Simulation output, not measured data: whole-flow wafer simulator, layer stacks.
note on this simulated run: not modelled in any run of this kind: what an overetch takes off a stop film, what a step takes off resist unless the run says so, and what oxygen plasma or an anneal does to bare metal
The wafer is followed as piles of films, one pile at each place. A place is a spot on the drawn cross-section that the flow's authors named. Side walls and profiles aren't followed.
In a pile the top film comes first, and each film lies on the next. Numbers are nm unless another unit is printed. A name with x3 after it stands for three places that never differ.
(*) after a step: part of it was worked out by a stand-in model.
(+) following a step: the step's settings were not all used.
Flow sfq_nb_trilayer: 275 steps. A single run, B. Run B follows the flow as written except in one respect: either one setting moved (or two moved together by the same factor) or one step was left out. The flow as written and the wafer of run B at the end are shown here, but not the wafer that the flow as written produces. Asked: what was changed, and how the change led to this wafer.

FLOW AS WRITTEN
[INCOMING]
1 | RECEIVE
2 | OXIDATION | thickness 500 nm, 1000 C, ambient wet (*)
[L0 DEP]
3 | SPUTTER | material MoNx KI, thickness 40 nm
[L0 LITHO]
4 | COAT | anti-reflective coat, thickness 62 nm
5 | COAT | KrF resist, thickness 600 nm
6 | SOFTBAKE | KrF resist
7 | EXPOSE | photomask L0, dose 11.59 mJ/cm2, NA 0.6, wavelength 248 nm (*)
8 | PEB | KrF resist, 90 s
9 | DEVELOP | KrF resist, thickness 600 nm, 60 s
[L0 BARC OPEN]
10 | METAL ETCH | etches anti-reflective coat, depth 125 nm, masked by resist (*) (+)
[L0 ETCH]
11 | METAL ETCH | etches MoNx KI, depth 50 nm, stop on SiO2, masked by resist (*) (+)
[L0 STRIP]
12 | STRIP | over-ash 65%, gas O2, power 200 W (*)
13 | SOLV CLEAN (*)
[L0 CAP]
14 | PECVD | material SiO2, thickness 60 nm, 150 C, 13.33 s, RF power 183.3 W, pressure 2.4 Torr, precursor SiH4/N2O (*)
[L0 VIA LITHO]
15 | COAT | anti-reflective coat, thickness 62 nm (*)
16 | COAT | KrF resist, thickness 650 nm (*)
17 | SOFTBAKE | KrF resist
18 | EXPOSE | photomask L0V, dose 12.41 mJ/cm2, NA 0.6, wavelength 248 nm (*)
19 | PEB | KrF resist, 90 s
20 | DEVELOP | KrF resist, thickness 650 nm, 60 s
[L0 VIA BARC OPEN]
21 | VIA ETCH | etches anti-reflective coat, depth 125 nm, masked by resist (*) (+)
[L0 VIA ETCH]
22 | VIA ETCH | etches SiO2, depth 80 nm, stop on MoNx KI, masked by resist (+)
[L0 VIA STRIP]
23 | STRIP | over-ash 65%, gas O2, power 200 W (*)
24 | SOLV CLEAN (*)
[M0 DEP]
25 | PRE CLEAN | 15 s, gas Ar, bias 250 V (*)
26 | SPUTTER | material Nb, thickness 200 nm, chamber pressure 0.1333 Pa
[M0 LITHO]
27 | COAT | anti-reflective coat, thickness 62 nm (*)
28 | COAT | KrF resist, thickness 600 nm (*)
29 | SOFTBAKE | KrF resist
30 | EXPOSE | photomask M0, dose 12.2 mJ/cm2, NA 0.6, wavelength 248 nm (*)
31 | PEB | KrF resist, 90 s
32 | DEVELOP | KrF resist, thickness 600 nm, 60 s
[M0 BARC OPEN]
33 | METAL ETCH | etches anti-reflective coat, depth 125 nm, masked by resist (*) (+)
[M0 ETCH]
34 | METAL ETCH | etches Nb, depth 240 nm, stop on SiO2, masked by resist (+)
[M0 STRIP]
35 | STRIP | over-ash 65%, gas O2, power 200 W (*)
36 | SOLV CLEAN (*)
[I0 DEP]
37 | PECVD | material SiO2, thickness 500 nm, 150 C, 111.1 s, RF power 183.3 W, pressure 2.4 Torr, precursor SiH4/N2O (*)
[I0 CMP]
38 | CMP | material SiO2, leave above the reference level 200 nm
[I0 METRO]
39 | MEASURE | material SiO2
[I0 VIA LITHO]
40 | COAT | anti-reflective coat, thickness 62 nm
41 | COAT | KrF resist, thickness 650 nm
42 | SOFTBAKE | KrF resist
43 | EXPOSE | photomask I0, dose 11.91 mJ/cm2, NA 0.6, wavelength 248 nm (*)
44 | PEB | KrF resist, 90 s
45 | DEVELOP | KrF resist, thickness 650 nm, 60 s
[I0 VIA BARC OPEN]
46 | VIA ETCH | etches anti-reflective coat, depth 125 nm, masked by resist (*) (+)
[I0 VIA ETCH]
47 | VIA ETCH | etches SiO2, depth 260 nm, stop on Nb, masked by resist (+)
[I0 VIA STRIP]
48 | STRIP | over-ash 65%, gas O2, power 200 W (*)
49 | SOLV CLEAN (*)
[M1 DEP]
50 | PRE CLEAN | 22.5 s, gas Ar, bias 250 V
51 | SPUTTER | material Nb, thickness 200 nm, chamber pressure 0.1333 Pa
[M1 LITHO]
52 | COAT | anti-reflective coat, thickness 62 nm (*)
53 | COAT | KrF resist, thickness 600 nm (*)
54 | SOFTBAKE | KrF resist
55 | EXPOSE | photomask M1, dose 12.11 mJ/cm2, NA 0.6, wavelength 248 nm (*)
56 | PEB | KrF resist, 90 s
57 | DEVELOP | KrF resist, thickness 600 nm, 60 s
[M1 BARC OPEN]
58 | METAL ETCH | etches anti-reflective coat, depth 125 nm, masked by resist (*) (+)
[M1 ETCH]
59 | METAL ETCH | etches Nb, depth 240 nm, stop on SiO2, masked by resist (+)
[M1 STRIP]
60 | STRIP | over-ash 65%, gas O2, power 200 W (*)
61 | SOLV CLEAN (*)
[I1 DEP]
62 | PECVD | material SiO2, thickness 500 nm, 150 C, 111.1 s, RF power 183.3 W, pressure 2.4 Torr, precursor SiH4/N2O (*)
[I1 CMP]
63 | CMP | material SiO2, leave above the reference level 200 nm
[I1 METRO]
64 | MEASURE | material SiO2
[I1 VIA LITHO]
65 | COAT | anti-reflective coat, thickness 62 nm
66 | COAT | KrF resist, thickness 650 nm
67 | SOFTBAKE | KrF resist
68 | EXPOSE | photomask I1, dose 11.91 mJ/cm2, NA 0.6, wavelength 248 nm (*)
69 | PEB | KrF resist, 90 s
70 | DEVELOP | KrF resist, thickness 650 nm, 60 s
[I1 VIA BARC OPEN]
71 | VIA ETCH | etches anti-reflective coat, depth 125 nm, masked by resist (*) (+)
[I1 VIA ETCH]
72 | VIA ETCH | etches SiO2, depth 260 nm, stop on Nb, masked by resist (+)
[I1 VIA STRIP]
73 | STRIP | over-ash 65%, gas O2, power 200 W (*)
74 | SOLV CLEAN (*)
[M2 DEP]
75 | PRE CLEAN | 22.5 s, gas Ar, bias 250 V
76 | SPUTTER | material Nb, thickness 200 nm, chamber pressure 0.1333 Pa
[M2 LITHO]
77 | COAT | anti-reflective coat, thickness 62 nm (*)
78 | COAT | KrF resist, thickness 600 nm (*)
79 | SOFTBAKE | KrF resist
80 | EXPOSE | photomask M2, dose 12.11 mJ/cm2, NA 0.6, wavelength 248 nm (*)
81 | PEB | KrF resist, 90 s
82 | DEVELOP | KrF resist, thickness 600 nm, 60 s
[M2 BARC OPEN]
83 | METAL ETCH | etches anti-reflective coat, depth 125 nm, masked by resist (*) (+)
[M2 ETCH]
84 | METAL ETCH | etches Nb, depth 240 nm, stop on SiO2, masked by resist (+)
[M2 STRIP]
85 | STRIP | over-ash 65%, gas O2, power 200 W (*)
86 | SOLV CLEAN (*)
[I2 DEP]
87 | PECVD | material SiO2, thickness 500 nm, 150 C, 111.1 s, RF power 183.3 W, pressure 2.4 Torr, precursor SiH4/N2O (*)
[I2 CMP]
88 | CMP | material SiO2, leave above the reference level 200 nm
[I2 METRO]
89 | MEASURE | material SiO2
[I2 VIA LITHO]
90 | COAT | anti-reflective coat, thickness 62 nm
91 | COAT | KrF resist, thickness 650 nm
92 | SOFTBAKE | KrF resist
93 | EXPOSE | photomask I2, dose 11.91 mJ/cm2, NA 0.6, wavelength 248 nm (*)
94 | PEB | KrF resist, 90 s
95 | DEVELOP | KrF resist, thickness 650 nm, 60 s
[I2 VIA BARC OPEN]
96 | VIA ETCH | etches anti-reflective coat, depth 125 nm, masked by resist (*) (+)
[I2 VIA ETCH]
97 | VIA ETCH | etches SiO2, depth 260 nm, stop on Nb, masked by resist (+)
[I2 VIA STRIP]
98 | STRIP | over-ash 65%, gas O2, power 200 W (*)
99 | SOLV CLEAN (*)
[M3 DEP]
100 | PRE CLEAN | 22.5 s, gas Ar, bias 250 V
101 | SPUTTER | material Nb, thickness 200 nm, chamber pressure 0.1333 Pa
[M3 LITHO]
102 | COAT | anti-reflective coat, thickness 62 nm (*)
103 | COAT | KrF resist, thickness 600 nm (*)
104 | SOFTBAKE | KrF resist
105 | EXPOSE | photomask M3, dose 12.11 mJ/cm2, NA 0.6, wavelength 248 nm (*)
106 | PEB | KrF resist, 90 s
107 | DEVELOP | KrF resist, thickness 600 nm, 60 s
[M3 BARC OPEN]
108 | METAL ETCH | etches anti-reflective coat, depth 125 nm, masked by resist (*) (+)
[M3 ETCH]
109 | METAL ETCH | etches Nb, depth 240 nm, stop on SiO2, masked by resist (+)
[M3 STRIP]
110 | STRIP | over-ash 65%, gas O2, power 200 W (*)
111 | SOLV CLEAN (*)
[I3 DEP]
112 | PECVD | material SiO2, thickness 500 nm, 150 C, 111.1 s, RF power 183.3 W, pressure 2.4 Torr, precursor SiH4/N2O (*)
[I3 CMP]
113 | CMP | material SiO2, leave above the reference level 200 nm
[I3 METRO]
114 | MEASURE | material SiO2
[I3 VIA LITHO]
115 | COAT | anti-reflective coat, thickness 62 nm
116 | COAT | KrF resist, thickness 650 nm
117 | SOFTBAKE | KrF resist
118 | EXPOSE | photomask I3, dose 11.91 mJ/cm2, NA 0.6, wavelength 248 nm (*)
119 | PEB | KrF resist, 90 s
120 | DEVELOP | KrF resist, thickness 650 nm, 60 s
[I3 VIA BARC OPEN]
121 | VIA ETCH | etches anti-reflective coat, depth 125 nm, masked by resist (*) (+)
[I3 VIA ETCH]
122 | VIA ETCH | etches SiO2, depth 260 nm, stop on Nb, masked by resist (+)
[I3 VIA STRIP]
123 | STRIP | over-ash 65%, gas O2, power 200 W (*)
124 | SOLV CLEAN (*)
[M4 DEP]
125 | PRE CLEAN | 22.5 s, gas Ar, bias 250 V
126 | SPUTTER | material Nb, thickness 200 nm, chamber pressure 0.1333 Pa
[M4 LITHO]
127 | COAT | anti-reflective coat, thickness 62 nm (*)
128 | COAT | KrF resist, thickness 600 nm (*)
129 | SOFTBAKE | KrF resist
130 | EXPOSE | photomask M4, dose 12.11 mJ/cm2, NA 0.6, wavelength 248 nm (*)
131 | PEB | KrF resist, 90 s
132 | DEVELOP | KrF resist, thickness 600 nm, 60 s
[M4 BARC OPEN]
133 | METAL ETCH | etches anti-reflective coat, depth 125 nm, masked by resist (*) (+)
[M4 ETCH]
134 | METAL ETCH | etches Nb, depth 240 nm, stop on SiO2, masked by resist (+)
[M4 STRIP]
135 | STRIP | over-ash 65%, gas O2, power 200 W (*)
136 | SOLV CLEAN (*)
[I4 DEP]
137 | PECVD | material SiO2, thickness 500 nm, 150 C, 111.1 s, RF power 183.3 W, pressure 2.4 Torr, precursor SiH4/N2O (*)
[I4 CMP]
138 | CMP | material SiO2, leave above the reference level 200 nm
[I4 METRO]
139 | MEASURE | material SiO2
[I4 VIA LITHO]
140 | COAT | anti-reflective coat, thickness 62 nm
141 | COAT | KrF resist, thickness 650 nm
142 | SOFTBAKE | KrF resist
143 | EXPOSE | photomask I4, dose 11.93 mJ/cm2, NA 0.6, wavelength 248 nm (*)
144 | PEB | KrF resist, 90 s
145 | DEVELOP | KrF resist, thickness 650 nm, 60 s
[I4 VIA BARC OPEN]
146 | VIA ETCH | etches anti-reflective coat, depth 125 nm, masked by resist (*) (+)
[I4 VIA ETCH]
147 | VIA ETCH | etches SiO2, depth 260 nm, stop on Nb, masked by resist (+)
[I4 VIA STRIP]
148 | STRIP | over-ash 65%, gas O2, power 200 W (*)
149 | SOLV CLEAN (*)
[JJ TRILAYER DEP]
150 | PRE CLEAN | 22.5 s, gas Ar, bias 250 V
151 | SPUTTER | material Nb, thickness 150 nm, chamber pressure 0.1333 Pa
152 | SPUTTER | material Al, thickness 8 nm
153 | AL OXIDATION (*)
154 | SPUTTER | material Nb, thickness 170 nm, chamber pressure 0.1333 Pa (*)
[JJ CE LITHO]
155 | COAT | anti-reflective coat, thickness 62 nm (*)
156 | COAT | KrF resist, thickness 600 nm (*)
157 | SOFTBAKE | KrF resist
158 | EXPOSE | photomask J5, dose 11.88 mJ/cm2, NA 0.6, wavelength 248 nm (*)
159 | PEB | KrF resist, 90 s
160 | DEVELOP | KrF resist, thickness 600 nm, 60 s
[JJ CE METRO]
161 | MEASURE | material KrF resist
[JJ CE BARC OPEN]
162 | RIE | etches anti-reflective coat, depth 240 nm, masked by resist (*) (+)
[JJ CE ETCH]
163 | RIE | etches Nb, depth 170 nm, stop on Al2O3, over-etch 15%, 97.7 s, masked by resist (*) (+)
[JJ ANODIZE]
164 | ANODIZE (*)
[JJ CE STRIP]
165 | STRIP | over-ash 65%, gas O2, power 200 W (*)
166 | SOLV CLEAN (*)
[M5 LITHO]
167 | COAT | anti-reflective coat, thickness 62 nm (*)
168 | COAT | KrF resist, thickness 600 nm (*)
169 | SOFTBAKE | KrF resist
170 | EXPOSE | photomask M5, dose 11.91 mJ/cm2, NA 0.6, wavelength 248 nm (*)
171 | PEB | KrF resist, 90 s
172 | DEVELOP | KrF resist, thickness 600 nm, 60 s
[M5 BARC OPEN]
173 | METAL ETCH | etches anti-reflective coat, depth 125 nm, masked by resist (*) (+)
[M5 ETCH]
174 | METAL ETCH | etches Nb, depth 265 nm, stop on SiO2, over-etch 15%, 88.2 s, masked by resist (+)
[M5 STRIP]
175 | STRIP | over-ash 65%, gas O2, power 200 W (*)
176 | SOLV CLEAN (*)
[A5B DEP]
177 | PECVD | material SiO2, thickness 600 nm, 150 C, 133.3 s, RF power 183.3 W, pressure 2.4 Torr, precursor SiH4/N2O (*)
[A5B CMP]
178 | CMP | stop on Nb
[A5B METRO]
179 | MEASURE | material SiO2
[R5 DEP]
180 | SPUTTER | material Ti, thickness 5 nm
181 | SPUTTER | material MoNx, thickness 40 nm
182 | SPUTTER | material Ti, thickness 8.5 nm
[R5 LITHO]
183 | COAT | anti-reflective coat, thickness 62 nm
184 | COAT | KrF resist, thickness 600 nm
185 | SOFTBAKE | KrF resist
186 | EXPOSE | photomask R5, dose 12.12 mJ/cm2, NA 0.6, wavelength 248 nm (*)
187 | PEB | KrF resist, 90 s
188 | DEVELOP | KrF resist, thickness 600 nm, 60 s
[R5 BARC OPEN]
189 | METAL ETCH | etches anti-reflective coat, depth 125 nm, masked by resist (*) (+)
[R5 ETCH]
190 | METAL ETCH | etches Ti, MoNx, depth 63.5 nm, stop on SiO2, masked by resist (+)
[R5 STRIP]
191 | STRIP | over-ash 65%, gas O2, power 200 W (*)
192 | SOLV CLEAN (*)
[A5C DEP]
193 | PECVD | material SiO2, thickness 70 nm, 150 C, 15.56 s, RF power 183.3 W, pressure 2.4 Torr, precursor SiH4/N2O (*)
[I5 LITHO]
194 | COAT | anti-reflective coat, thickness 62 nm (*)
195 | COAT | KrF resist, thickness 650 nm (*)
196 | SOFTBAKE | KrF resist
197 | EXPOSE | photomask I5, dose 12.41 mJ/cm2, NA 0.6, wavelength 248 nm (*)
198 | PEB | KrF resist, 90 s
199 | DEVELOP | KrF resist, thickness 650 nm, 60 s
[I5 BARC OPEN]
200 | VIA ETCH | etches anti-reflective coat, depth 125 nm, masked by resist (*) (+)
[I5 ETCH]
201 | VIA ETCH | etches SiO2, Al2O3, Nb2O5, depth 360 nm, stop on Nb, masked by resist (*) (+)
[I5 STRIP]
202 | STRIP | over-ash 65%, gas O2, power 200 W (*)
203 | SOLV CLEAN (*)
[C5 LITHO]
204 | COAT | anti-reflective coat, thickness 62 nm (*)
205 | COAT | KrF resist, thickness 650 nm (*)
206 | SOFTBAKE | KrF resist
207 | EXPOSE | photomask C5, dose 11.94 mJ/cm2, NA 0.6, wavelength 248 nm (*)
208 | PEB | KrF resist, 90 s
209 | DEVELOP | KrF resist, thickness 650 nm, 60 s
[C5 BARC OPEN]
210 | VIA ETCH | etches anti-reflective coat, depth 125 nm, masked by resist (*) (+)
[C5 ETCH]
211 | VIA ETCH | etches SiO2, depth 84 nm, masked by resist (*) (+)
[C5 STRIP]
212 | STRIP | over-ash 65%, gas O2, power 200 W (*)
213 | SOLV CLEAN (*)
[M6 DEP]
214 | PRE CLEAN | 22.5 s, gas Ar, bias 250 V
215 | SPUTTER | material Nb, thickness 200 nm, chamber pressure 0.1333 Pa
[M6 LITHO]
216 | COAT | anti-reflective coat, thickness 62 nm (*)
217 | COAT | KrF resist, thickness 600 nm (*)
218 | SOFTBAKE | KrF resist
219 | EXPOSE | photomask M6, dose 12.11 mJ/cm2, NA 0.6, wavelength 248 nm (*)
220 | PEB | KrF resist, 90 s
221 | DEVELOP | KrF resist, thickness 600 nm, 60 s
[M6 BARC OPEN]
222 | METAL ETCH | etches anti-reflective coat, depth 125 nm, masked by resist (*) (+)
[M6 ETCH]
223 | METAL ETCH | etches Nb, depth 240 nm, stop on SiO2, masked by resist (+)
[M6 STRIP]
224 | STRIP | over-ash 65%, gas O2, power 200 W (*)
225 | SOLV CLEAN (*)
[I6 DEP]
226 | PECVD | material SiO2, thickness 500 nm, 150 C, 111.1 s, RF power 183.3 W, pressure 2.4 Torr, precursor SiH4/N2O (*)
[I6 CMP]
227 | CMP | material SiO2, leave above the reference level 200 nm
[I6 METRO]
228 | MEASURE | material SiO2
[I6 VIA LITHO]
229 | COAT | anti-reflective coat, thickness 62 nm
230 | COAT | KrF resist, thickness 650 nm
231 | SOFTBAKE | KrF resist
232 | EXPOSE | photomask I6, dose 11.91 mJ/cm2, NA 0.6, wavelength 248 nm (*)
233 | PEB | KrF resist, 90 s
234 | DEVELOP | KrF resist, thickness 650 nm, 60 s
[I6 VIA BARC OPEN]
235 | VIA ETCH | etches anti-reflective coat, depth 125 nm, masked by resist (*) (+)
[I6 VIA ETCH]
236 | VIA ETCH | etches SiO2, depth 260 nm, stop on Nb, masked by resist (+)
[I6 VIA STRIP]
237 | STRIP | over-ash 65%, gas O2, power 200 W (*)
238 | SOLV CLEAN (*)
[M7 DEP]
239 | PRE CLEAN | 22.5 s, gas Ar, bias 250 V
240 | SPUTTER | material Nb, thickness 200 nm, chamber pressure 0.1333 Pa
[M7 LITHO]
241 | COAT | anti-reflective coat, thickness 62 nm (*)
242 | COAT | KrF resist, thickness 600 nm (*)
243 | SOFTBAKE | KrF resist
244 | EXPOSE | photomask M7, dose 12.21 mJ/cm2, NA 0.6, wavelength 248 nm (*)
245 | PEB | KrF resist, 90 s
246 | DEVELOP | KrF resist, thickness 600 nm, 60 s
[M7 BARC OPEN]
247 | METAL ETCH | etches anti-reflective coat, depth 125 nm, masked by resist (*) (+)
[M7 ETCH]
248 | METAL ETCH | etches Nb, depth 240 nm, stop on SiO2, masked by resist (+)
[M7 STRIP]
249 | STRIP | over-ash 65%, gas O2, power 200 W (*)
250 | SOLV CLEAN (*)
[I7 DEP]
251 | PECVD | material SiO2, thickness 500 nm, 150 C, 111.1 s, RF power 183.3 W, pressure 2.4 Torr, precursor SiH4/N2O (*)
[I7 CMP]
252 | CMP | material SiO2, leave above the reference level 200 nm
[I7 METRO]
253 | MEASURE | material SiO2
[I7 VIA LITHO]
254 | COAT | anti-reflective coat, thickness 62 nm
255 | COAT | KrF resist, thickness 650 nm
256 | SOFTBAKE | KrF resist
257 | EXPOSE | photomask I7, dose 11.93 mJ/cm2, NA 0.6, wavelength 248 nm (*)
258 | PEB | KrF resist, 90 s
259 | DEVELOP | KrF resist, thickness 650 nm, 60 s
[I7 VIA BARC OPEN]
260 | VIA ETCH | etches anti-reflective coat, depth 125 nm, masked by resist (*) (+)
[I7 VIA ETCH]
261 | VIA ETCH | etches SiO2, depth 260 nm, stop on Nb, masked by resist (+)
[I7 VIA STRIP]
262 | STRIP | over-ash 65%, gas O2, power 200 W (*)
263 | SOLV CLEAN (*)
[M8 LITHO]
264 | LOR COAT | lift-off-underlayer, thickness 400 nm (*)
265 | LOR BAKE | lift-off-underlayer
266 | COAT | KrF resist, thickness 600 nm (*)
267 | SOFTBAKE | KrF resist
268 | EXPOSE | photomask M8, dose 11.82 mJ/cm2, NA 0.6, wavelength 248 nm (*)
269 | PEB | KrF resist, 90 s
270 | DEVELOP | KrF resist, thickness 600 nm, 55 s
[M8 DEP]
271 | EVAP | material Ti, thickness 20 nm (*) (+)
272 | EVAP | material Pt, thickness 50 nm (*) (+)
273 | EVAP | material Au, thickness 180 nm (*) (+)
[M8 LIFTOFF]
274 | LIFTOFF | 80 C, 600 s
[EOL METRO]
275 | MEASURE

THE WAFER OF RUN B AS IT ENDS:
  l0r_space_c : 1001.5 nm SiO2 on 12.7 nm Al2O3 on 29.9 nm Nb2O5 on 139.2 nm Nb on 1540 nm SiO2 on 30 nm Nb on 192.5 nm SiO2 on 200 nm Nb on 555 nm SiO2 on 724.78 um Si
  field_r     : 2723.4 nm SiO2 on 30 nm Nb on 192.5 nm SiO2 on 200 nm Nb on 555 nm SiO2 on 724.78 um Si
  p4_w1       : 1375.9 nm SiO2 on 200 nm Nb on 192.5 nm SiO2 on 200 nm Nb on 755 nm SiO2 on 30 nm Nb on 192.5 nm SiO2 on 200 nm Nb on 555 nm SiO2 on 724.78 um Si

What caused this: step 59, METAL ETCH: depth 170 nm was run, whereas the flow has depth 240 nm.

The path from the change to this, step by step:
  59 | METAL ETCH | etches Nb, depth 240 nm, stop on SiO2, masked by resist (+)
      field_l, be, be_sur and 79 more: Nb loses 170 (as written it would have been: Nb loses 200 (all of it))
      v_sur, via_wl, via_w and 21 more: KrF resist loses 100 (as written it would have been: KrF resist loses 141.2)
  60 | STRIP | over-ash 65%, gas O2, power 200 W (*)
      wl_j_sl, wl_jj, wl_j_sr and 13 more: KrF resist loses 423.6 (all of it), anti-reflective coat loses 62 (all of it) (as written it would have been: KrF resist loses 382.4 (all of it), anti-reflective coat loses 62 (all of it))
      v_sur: KrF resist loses 407 (all of it), anti-reflective coat loses 61.1 (all of it) (as written it would have been: KrF resist loses 365.9 (all of it), anti-reflective coat loses 61.1 (all of it))
      (also at 7 further places)
  62 | PECVD | material SiO2, thickness 500 nm, 150 C, 111.1 s, RF power 183.3 W, pressure 2.4 Torr, precursor SiH4/N2O (*)
      field_l, be, be_sur and 72 more: SiO2 gains 500 (new film) (as written it would have been: SiO2 gains 500)
      lsp_m, ln_m6, lsp_r, l0_sur, l0v: SiO2 gains 500 (new film) (as written it would have been: SiO2 gains 494.9)
      (also at 2 further places)
  63 | CMP | material SiO2, leave above the reference level 200 nm
      field_l, be, be_sur and 72 more: SiO2 loses 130 (as written it would have been: SiO2 loses 100)
      lsp_m, ln_m6, lsp_r, l0_sur, l0v: SiO2 loses 130 (as written it would have been: SiO2 loses 94.9)
With metal films that touch counted as one body, l0r_space_c has 3 bodies (between them, from the top down: SiO2 1540; SiO2 192.5); the flow as written gives 2 bodies (between them, from the top down: SiO2 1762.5).
With metal films that touch counted as one body, field_r has 2 bodies (between them, from the top down: SiO2 192.5); the flow as written gives 1 body.
With metal films that touch counted as one body, p4_w1 has 4 bodies (between them, from the top down: SiO2 192.5; SiO2 755; SiO2 192.5); the flow as written gives 3 bodies (between them, from the top down: SiO2 192.5; SiO2 977.5).
